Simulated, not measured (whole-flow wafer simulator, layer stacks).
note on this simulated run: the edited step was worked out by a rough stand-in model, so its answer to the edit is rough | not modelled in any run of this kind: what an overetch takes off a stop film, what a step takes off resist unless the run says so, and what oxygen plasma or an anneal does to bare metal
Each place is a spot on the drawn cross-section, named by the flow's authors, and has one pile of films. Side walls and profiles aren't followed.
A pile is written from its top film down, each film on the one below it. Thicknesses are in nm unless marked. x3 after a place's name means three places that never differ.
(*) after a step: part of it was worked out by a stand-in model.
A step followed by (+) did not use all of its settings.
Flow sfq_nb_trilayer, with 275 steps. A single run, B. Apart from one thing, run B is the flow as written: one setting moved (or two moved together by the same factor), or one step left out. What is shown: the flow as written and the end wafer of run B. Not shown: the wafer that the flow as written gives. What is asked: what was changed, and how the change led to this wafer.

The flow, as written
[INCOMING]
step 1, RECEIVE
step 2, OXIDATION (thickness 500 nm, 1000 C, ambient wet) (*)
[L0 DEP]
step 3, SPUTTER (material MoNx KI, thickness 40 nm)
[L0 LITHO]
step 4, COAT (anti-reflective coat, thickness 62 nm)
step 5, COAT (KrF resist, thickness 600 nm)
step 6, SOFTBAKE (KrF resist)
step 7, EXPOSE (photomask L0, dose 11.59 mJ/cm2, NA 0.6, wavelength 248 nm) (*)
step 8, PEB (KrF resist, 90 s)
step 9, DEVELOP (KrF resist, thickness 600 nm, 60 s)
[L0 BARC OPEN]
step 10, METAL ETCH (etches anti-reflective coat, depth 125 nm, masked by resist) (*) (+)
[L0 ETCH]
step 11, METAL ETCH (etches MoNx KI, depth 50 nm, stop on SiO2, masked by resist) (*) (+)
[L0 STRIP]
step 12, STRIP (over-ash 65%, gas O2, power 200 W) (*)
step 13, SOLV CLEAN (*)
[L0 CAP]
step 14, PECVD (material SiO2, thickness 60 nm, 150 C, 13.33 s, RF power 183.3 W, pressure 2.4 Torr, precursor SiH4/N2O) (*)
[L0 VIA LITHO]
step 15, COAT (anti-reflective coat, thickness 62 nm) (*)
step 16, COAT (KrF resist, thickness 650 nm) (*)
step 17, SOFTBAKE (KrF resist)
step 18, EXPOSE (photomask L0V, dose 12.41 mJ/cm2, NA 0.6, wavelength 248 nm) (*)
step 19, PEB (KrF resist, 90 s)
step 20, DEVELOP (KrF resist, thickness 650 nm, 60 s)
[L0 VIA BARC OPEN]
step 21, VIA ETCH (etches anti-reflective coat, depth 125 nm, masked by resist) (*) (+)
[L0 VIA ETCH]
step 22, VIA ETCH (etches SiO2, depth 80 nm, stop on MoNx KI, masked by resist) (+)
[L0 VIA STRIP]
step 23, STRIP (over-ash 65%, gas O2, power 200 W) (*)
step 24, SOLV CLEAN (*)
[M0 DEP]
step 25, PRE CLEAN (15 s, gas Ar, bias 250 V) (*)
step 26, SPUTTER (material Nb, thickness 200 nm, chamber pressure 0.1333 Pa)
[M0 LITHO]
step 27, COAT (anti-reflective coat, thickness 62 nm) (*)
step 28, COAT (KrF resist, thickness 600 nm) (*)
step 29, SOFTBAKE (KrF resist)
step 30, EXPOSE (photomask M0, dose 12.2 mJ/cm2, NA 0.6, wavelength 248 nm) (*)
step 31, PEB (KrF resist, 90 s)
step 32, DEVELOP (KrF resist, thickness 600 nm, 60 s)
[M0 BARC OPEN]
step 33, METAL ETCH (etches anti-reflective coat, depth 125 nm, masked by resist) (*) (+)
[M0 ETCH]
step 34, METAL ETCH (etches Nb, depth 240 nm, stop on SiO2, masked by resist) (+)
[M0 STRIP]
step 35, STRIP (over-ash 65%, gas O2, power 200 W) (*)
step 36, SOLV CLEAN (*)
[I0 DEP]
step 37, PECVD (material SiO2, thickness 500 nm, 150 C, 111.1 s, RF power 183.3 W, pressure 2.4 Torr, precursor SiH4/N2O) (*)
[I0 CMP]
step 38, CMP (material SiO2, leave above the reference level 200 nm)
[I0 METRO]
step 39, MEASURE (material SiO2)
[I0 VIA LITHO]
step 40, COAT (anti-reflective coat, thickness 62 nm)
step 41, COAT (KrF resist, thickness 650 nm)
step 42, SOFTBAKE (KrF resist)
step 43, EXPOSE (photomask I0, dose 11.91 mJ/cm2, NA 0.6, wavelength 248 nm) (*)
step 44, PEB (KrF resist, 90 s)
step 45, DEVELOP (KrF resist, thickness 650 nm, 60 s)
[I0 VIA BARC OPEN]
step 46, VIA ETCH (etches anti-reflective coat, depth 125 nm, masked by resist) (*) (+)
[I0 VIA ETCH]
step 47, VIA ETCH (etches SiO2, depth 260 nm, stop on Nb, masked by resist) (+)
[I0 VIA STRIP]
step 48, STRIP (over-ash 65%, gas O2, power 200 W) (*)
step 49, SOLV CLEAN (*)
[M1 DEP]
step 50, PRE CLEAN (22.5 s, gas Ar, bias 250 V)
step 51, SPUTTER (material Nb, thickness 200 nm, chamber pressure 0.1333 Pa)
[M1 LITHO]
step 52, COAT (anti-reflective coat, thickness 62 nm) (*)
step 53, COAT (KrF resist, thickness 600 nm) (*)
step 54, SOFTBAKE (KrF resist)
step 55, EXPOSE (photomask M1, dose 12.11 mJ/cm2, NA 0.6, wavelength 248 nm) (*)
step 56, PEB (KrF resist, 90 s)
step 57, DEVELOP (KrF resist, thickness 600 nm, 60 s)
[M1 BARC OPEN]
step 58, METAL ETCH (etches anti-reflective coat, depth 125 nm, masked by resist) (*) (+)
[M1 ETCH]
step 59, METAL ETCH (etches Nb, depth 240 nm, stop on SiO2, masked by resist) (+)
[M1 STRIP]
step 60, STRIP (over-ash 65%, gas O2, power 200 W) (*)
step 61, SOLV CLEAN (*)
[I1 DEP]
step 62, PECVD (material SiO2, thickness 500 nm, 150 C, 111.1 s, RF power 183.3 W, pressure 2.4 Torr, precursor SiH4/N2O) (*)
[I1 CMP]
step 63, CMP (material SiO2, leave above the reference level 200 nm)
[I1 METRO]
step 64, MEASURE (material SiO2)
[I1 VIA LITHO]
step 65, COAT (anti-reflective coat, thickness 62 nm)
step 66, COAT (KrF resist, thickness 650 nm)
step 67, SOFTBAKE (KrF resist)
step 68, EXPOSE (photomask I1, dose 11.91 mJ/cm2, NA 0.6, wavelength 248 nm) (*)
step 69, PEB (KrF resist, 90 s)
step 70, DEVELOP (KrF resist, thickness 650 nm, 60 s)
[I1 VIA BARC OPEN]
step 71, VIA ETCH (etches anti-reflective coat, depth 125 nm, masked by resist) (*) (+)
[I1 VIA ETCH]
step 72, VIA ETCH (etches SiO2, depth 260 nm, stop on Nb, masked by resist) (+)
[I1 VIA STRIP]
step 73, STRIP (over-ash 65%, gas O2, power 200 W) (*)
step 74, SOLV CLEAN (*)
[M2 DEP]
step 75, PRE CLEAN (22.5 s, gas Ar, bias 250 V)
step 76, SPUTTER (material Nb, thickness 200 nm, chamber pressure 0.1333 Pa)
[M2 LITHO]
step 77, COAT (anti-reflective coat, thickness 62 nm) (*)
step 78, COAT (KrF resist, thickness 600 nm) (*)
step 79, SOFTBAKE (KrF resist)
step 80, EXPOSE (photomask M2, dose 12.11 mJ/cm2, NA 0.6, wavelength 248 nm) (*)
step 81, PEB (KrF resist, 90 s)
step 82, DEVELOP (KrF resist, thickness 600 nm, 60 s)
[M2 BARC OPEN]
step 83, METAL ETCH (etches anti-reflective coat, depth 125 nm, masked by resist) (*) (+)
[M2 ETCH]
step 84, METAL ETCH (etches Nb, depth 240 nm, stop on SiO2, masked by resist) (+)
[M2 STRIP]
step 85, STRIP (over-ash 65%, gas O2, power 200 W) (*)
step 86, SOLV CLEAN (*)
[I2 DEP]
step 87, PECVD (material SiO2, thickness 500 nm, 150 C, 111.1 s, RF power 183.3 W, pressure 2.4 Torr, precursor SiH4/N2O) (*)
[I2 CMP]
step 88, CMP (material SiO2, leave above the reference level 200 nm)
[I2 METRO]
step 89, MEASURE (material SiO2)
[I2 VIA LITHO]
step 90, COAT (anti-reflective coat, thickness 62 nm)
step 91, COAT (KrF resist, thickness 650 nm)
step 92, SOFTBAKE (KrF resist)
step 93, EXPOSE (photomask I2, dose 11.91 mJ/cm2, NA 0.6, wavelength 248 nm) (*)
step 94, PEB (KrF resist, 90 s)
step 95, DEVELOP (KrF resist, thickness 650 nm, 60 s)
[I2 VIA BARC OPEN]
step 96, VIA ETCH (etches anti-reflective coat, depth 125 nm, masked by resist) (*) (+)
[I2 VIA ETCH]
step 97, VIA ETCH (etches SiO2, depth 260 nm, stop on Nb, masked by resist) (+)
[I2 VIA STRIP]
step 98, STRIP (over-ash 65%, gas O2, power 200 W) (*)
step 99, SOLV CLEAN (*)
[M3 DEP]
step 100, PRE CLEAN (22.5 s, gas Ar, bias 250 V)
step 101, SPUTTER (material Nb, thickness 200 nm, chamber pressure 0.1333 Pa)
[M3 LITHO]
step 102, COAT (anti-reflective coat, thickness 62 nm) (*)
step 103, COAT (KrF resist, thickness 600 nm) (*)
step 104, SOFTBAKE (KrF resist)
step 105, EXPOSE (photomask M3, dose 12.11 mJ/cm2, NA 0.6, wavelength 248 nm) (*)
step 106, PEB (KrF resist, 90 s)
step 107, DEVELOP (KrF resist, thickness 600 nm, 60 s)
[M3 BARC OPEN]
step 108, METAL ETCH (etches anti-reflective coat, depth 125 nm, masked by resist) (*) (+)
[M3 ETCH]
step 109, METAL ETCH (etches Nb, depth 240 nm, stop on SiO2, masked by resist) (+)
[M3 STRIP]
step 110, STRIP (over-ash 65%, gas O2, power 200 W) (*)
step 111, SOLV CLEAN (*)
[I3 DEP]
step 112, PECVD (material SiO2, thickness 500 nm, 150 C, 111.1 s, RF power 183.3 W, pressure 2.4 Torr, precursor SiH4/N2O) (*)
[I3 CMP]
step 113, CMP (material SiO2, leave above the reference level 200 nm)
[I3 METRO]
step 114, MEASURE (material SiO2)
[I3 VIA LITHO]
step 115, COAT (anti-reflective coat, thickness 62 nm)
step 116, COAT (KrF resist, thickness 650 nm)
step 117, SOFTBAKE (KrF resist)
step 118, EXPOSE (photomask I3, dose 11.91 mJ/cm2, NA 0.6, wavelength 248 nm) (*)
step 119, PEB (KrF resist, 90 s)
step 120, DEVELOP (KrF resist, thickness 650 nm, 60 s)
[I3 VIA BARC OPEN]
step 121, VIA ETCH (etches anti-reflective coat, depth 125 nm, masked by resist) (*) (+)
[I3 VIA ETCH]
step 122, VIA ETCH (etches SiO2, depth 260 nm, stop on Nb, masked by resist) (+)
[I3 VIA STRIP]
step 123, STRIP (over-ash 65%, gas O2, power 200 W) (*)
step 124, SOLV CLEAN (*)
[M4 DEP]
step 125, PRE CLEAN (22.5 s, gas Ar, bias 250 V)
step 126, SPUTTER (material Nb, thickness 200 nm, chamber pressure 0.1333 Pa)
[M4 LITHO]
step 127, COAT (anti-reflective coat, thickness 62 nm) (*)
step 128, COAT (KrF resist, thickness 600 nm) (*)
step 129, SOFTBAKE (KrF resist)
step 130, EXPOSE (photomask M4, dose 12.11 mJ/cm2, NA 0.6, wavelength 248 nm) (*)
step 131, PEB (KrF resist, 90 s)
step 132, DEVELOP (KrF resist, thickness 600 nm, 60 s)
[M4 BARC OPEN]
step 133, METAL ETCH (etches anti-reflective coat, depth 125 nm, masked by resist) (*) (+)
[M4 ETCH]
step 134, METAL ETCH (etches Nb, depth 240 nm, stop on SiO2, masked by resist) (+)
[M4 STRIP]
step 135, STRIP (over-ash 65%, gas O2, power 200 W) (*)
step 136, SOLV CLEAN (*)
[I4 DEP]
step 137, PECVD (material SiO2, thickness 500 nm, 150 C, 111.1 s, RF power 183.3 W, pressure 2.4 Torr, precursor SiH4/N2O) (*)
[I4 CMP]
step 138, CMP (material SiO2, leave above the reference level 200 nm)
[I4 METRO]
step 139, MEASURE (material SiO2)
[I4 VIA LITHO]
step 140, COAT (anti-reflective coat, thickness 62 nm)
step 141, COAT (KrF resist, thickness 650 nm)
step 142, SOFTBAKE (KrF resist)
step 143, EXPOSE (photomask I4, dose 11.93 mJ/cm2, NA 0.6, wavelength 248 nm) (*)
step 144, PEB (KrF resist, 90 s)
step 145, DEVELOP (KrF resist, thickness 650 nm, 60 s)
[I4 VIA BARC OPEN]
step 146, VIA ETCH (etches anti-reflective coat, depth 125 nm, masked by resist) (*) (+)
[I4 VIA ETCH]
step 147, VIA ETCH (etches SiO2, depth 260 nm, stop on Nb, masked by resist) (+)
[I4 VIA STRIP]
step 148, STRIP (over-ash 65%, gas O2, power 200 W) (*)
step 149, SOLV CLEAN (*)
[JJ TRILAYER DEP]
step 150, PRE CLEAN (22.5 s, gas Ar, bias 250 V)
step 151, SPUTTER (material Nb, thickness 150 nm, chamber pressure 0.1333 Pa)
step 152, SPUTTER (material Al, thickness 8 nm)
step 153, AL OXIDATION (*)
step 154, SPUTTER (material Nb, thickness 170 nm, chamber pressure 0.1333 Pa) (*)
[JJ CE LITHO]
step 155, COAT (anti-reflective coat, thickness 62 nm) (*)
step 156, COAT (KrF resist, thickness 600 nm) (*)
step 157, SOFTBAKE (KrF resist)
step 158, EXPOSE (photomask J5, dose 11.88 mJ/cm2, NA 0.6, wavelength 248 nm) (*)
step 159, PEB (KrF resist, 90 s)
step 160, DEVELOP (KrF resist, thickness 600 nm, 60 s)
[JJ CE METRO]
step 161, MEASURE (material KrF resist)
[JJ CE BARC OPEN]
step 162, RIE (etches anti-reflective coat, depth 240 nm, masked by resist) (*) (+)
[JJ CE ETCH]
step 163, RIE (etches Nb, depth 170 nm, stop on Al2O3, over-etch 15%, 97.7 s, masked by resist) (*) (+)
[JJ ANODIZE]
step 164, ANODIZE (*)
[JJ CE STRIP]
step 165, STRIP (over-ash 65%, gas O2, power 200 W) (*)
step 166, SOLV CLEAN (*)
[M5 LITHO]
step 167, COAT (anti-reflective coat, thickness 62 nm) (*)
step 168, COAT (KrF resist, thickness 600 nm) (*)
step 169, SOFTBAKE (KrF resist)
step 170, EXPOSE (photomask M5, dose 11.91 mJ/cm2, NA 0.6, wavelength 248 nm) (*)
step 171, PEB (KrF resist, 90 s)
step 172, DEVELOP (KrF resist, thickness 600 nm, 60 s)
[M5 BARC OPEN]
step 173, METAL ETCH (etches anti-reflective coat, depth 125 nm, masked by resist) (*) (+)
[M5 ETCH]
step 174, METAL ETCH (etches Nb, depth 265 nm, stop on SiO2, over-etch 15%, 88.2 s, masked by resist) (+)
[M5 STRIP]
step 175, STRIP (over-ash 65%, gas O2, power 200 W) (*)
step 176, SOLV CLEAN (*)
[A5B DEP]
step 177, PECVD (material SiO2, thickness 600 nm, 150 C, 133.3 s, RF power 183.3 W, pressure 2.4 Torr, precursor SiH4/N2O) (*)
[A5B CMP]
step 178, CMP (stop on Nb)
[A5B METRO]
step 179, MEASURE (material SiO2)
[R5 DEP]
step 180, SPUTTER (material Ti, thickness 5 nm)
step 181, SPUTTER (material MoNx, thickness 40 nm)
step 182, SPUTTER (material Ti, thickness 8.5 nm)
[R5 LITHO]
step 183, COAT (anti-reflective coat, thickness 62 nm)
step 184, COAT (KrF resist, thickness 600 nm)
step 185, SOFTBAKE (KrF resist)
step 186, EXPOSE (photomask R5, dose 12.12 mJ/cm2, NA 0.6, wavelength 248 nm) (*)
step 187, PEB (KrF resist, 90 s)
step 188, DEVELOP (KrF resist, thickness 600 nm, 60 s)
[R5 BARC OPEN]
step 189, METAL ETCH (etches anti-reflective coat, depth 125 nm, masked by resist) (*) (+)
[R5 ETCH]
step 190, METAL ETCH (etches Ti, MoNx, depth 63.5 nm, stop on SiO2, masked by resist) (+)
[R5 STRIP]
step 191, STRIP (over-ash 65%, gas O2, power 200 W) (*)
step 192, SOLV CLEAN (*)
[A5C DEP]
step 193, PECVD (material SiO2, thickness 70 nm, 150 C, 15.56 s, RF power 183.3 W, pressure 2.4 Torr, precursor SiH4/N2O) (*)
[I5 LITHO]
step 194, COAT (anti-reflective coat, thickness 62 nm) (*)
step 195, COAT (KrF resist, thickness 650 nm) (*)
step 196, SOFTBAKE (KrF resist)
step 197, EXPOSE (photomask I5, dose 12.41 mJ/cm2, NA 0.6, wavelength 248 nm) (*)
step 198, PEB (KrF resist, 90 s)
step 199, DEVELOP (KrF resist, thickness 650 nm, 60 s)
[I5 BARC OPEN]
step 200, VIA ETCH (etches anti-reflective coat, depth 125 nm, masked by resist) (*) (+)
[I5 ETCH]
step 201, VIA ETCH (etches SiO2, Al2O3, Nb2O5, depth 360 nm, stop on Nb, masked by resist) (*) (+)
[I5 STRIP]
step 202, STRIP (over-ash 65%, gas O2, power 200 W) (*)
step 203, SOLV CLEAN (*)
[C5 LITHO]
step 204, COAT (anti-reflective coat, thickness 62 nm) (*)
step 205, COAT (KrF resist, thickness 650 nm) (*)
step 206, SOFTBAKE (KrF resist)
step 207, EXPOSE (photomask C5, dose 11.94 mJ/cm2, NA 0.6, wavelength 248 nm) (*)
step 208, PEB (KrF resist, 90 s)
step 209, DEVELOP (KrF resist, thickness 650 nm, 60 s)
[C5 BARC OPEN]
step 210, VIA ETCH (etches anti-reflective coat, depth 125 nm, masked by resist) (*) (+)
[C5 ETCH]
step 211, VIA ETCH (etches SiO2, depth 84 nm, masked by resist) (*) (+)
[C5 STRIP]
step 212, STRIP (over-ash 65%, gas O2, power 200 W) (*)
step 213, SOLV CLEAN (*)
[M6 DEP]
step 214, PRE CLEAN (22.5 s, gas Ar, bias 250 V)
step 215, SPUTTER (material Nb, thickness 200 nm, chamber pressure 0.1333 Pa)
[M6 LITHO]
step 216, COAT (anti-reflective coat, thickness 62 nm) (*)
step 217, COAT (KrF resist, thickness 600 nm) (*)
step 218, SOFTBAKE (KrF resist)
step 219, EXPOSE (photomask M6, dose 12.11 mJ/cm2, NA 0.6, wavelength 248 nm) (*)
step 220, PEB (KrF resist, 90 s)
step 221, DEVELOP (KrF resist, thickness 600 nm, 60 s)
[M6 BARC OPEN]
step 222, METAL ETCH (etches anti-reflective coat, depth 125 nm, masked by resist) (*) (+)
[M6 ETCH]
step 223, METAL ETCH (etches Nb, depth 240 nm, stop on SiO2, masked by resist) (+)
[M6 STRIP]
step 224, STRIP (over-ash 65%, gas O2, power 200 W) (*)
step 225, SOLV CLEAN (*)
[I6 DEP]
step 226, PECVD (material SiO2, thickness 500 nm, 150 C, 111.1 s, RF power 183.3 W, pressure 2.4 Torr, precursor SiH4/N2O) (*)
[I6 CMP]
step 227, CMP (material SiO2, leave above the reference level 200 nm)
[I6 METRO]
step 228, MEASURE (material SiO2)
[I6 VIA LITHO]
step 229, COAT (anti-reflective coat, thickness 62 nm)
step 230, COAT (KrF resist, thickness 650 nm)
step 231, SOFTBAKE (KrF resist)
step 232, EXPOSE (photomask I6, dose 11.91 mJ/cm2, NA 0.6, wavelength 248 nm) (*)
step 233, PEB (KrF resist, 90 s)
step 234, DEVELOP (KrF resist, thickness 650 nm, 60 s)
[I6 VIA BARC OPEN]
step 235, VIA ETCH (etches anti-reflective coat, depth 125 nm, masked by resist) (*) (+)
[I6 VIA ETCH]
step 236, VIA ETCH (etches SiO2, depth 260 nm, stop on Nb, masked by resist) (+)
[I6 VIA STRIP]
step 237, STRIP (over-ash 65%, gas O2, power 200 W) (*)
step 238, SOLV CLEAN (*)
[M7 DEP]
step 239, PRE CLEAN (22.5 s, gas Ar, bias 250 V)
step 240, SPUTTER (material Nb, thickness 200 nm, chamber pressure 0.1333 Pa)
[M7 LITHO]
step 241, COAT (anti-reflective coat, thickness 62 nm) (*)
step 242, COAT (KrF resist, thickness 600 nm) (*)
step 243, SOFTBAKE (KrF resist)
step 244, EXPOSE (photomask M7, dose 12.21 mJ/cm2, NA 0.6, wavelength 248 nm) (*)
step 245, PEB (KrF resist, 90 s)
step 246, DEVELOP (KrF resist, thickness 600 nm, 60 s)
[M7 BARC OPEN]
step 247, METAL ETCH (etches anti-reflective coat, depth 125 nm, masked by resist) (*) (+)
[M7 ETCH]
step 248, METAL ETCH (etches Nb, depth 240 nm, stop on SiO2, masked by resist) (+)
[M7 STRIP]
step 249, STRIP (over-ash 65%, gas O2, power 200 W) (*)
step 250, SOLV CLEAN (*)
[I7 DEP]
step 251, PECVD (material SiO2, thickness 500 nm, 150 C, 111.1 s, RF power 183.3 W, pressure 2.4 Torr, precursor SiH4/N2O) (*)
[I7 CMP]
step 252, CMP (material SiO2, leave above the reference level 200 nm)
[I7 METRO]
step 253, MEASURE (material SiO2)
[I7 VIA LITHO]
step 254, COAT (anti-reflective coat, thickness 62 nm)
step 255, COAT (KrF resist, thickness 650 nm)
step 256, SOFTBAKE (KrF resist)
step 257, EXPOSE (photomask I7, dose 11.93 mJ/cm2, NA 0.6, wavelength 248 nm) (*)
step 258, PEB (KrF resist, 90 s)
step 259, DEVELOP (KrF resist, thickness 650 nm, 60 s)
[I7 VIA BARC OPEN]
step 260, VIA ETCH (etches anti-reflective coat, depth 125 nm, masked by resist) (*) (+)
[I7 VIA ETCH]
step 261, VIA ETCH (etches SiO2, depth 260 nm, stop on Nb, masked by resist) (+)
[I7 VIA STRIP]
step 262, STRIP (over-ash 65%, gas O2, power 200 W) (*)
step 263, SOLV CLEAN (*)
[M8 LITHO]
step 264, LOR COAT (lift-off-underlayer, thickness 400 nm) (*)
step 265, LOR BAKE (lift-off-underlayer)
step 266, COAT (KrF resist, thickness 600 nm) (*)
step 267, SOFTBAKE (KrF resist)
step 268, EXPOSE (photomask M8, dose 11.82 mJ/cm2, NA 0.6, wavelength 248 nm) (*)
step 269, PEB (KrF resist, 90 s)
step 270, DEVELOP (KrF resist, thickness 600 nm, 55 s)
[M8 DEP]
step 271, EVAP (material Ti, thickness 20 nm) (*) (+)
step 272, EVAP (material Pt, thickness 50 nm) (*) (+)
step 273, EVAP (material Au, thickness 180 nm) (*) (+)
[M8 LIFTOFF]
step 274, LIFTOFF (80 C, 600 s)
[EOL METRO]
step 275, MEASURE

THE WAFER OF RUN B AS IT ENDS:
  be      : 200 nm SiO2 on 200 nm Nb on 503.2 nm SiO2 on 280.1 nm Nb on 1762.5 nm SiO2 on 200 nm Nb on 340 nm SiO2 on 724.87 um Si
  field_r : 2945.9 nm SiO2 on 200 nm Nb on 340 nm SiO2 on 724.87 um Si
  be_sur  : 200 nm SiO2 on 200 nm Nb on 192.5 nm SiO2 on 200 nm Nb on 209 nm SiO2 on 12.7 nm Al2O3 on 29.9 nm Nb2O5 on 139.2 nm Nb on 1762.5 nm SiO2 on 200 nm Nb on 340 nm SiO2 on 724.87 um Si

What caused this: step 2, OXIDATION: thickness 285 nm was run, while the flow as written has thickness 500 nm.

The path from the change to this, step by step:
  step 2, OXIDATION (thickness 500 nm, 1000 C, ambient wet) (*)
      field_l, v_sur, via_wl and 103 more: SiO2 gains 285 (new film), chemical SiO2 loses 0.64 (all of it), Si loses 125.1 (in the flow as written it would be: SiO2 gains 500 (new film), chemical SiO2 loses 0.64 (all of it), Si loses 219.7)
